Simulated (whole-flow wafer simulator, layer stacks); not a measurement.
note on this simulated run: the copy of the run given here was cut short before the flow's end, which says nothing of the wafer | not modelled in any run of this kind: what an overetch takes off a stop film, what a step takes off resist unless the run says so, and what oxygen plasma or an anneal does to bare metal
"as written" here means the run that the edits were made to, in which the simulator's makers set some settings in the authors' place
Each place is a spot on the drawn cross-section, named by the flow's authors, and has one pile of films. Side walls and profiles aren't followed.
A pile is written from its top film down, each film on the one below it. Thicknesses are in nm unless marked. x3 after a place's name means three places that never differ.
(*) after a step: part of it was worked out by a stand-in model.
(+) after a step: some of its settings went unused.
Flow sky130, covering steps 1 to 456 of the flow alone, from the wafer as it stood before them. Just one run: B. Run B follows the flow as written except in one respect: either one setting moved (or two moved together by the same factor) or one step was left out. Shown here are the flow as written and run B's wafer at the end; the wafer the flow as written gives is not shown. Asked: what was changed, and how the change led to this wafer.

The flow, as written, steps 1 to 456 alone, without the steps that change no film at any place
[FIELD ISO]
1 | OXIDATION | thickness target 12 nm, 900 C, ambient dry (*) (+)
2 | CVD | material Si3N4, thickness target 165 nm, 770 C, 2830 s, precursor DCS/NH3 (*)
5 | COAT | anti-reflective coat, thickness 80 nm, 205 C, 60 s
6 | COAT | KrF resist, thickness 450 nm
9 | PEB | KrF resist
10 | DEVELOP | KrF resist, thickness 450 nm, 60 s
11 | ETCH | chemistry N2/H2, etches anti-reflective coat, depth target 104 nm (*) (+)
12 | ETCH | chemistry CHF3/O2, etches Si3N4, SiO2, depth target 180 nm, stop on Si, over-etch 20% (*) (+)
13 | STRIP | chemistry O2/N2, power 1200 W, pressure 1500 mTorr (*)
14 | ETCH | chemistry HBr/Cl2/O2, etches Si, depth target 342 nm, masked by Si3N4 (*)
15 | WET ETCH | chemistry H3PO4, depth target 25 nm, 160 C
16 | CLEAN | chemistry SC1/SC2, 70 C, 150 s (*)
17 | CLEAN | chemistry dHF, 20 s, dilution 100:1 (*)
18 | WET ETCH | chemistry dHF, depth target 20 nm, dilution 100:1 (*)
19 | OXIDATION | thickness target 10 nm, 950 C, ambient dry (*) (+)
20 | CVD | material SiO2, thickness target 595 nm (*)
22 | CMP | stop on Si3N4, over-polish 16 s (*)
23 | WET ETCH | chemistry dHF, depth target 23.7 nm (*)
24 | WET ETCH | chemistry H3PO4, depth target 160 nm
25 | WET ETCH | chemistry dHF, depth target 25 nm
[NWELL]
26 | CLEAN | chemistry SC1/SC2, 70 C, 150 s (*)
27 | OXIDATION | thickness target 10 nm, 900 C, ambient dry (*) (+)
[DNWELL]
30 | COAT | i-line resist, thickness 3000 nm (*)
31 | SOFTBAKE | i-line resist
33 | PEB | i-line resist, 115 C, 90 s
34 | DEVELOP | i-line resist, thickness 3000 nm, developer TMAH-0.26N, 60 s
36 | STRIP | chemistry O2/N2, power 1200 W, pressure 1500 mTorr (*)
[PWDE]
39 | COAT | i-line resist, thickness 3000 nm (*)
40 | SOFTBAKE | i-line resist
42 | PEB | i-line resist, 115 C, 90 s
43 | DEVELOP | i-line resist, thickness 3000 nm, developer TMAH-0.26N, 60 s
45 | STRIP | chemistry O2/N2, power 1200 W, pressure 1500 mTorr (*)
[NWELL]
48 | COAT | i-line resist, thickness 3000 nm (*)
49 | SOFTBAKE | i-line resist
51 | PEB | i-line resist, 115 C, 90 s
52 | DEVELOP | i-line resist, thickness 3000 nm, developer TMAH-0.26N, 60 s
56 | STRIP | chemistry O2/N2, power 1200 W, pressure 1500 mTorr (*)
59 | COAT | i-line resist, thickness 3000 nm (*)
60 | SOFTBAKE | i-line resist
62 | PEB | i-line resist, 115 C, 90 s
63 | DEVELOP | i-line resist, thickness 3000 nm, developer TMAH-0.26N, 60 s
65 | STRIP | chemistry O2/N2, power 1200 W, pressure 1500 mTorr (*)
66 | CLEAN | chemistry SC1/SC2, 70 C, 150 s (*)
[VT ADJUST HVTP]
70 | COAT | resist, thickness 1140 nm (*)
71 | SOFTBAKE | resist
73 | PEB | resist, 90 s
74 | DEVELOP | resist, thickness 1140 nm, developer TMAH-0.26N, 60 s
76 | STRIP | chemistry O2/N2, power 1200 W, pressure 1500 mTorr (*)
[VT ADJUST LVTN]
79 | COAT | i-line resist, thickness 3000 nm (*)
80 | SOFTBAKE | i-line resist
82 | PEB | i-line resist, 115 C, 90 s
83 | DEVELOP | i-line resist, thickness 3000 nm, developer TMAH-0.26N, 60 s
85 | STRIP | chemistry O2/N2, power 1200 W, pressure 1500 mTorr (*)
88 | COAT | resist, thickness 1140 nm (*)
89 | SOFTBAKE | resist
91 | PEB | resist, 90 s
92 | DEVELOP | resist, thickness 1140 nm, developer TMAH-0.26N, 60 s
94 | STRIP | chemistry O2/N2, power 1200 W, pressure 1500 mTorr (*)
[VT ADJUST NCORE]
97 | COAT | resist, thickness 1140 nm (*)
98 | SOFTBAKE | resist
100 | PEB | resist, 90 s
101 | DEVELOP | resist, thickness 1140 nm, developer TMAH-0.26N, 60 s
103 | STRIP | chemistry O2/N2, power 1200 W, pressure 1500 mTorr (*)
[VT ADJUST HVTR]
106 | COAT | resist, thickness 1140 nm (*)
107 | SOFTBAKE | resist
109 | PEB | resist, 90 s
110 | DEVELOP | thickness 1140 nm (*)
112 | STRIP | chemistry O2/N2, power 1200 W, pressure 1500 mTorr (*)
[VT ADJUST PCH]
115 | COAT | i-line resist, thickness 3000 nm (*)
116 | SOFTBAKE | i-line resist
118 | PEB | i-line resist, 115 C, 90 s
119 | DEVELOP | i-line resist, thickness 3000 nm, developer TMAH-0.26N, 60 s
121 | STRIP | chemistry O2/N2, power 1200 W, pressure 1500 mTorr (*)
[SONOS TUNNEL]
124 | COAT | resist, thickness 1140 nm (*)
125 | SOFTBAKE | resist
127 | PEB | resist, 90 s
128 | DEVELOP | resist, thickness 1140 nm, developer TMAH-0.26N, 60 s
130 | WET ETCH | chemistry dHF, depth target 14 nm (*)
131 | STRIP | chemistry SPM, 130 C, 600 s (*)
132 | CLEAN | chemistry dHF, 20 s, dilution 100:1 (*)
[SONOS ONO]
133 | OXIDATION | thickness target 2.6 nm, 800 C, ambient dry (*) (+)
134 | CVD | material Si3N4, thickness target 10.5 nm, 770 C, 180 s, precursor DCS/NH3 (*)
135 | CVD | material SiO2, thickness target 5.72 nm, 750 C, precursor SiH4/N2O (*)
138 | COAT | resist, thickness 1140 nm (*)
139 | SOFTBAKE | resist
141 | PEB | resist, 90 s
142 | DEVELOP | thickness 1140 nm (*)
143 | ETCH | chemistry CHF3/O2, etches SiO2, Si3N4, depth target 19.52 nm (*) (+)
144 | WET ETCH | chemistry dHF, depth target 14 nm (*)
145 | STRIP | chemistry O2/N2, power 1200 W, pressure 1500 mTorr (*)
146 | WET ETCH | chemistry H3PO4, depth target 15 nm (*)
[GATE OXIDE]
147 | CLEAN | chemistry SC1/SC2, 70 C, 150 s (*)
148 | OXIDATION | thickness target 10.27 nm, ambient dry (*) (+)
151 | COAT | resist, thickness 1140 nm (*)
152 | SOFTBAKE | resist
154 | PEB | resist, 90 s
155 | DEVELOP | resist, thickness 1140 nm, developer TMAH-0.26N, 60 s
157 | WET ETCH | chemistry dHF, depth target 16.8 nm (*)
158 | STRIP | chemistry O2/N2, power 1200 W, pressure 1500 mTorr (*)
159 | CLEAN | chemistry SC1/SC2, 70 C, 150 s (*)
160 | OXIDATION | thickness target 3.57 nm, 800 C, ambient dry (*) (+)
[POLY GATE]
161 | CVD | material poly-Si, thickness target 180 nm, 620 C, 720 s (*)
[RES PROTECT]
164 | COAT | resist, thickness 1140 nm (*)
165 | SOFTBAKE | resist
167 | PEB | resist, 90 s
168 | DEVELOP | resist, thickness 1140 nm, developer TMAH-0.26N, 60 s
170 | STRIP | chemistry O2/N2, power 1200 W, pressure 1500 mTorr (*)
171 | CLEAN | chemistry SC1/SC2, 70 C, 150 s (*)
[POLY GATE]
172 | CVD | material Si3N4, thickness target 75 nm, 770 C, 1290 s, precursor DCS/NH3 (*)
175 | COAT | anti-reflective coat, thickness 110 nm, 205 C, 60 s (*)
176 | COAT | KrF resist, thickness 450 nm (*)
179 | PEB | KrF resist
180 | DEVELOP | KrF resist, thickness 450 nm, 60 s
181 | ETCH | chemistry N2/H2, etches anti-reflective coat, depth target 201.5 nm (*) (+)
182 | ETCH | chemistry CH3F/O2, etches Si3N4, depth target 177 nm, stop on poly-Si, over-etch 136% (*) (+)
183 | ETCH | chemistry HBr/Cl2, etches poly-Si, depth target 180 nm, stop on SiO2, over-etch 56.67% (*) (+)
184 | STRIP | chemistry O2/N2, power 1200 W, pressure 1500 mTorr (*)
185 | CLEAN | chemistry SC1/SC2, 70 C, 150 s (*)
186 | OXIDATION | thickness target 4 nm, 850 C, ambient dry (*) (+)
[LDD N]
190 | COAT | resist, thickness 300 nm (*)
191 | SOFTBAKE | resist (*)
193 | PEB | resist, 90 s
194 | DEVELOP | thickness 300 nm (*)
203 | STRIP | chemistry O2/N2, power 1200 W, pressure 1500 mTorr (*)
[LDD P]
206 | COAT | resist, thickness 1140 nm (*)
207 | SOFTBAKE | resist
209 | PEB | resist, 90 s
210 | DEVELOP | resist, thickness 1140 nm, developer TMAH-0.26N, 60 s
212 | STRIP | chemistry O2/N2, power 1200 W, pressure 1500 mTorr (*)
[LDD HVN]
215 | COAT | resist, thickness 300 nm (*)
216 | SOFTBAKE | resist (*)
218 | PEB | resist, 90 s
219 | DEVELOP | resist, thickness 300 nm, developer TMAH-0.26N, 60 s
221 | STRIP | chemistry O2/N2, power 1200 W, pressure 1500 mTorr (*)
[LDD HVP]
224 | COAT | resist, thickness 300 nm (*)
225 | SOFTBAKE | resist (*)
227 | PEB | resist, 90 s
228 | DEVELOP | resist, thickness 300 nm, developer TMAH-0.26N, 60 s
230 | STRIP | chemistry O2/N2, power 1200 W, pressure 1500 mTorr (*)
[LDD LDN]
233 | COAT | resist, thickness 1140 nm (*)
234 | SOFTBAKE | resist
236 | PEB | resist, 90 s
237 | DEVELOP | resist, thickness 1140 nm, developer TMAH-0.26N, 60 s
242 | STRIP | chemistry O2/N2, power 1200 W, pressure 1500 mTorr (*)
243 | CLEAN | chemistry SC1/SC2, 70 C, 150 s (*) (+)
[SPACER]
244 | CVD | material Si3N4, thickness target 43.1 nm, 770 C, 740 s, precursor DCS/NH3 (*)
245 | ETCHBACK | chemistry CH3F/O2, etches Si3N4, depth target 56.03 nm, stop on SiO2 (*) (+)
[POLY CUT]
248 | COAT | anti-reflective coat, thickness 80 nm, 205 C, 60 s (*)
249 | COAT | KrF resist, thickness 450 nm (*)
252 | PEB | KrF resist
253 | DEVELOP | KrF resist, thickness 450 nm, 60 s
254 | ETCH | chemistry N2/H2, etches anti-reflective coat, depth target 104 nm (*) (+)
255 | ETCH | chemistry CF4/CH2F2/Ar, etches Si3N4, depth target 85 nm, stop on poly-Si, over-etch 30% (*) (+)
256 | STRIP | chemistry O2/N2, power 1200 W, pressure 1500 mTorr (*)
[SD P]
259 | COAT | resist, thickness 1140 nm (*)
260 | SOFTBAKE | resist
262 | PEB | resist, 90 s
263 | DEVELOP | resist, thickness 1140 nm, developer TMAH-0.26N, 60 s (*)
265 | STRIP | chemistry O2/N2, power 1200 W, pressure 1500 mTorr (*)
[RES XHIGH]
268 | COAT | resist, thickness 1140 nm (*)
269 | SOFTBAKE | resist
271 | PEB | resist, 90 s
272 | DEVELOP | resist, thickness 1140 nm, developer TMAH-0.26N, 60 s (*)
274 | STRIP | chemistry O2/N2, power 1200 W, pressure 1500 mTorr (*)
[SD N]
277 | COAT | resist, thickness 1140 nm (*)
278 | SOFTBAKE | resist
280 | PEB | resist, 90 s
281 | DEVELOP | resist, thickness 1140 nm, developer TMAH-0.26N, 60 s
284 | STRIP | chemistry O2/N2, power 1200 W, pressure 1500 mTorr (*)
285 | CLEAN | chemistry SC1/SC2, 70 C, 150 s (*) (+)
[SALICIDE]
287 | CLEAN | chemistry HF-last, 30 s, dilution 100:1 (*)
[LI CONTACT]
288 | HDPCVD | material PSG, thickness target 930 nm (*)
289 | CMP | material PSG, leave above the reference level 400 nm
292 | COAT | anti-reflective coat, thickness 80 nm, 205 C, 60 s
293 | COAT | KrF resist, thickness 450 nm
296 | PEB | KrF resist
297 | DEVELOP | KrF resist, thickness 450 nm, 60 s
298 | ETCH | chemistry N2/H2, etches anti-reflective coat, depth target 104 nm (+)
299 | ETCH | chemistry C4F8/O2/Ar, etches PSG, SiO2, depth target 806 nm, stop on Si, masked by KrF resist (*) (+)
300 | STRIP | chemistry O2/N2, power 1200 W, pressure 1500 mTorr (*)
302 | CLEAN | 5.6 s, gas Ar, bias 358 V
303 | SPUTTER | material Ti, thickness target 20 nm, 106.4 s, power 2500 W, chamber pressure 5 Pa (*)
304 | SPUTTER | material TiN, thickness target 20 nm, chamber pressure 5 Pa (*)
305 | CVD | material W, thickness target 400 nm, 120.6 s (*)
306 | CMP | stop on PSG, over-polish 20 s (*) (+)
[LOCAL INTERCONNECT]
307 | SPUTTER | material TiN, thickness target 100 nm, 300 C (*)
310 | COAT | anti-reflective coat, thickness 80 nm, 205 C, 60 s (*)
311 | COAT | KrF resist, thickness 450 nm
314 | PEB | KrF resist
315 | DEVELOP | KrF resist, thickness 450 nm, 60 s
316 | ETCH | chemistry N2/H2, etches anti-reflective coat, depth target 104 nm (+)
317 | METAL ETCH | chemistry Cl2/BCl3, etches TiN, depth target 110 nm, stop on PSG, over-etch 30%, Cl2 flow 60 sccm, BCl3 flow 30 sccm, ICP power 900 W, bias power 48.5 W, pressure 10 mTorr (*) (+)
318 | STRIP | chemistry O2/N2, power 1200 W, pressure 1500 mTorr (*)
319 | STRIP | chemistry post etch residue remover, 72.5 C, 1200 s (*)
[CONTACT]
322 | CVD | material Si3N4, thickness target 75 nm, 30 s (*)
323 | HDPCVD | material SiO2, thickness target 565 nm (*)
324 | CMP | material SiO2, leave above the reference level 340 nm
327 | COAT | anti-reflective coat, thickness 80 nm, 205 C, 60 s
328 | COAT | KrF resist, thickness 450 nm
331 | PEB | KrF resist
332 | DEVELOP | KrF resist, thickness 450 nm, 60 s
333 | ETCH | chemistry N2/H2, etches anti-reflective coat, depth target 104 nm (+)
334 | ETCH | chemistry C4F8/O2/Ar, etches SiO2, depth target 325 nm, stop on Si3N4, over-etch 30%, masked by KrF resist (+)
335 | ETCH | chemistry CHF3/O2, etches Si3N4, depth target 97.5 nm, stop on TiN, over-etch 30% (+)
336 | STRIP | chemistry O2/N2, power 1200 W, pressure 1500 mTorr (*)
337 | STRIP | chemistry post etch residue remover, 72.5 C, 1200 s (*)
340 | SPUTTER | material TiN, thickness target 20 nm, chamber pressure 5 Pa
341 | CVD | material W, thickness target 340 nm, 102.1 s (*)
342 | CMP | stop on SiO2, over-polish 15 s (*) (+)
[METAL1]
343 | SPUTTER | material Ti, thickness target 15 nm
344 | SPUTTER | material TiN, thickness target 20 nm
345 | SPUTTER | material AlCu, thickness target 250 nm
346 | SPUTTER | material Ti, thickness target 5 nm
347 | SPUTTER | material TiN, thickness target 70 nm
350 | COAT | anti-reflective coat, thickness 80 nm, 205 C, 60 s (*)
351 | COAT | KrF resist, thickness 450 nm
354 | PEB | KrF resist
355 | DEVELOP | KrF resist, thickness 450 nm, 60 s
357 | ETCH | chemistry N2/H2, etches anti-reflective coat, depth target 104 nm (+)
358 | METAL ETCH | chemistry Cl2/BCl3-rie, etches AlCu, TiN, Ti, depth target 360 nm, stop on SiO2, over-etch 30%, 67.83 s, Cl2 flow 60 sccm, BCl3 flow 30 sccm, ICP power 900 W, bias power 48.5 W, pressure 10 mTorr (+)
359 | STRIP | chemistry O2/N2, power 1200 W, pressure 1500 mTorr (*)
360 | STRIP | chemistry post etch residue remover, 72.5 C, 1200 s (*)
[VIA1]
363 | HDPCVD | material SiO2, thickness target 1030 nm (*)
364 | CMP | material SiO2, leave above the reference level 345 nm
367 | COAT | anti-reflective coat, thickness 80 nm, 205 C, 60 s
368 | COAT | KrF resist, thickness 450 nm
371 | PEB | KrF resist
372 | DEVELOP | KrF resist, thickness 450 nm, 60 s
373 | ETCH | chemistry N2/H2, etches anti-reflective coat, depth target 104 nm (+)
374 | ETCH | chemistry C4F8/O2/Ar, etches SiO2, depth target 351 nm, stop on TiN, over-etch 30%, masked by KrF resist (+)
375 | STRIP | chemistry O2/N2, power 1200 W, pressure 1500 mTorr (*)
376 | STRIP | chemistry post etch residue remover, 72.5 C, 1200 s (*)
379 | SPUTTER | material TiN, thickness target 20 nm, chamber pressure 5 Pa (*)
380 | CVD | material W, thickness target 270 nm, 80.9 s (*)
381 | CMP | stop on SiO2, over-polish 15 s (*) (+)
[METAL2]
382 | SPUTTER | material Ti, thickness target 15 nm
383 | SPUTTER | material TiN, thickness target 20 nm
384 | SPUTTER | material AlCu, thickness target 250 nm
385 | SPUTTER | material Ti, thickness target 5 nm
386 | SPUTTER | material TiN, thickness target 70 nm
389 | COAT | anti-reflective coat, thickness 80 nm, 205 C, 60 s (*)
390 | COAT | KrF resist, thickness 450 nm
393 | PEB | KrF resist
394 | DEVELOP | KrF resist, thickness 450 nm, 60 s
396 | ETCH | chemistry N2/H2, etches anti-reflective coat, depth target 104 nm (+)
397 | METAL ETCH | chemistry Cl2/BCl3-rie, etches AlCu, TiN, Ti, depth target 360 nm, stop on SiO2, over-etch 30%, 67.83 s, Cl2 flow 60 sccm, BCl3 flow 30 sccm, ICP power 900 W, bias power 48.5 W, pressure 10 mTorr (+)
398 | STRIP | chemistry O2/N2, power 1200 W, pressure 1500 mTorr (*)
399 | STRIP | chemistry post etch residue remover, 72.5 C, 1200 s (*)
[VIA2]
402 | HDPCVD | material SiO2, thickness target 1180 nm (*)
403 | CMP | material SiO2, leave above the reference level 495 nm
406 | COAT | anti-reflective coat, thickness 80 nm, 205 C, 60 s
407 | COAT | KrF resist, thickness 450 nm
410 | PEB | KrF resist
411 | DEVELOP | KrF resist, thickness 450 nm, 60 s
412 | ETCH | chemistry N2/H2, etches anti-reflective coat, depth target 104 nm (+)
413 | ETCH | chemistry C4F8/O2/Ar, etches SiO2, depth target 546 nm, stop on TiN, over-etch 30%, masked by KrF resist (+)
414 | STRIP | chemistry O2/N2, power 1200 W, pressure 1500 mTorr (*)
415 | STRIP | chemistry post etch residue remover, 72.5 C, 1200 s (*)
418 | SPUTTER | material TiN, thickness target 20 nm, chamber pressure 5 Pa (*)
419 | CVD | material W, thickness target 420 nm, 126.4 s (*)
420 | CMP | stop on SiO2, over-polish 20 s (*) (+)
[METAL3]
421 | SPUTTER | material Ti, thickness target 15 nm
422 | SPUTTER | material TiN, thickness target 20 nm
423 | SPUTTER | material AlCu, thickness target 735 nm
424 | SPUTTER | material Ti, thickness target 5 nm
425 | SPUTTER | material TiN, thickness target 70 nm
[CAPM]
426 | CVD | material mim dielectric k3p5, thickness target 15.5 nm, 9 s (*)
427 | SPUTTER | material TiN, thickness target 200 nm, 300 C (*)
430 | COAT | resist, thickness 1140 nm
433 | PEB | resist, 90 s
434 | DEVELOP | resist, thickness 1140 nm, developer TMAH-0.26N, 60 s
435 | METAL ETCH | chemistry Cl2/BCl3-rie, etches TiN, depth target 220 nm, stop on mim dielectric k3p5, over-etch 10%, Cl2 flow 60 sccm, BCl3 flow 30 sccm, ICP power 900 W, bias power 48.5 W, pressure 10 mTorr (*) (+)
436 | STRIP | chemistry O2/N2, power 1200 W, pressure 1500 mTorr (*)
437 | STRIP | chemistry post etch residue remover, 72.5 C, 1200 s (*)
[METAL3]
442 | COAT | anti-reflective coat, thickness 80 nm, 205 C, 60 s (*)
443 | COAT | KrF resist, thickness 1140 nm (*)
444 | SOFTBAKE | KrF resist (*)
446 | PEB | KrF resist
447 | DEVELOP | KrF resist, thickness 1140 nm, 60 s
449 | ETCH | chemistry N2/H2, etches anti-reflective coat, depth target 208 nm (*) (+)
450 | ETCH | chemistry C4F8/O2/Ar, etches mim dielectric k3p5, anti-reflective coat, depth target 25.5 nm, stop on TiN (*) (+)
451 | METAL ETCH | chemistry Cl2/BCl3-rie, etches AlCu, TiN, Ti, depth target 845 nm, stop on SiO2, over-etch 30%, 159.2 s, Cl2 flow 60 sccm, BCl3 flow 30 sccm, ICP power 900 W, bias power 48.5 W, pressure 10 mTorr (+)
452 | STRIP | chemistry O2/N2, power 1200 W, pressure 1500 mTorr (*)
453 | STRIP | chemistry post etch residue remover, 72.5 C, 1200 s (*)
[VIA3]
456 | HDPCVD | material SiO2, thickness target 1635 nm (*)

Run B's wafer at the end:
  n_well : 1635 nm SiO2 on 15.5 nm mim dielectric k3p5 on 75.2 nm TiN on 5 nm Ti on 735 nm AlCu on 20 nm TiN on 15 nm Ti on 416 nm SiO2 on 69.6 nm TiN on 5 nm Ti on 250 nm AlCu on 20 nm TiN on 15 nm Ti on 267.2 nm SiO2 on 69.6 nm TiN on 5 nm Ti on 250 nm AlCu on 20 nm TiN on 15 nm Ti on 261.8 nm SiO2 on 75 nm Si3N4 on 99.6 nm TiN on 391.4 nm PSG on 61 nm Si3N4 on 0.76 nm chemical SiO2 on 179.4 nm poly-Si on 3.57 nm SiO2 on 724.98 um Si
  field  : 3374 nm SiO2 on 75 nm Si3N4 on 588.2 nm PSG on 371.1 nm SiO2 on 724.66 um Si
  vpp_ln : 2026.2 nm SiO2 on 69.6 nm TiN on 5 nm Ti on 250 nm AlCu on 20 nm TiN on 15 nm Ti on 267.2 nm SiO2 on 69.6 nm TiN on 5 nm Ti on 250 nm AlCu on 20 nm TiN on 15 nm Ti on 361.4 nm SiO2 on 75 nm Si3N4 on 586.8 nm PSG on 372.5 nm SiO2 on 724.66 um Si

Cause: step 425, SPUTTER: thickness target 75.2 nm was run, though the flow has thickness target 70 nm.
The wafer itself shows it: n_well has TiN 75.2, and step 425 as written asks for 70 nm.

Step by step, how the change led to this:
  425 | SPUTTER | material TiN, thickness target 70 nm
      field, active, n_well and 188 more: +75.2 TiN (new film) (in the flow as written it would be: +70 TiN (new film))
  451 | METAL ETCH | chemistry Cl2/BCl3-rie, etches AlCu, TiN, Ti, depth target 845 nm, stop on SiO2, over-etch 30%, 159.2 s, Cl2 flow 60 sccm, BCl3 flow 30 sccm, ICP power 900 W, bias power 48.5 W, pressure 10 mTorr (+)
      field, active, gate and 69 more: -75.2 TiN (all of it), -5 Ti (all of it), -735 AlCu (all of it), -20 TiN (all of it), -15 Ti (all of it), -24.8 SiO2 (in the flow as written it would be: -70 TiN (all of it), -5 Ti (all of it), -735 AlCu (all of it), -20 TiN (all of it), -15 Ti (all of it), -25.4 SiO2)
      vpp_ln, vpp_iso2, ndiff_ln and 10 more: -75.2 TiN (all of it), -5 Ti (all of it), -735 AlCu (all of it), -20 TiN (all of it), -15 Ti (all of it), -24.8 SiO2 (in the flow as written it would be: -70 TiN (all of it), -5 Ti (all of it), -735 AlCu (all of it), -20 TiN (all of it), -15 Ti (all of it), -25.3 SiO2)
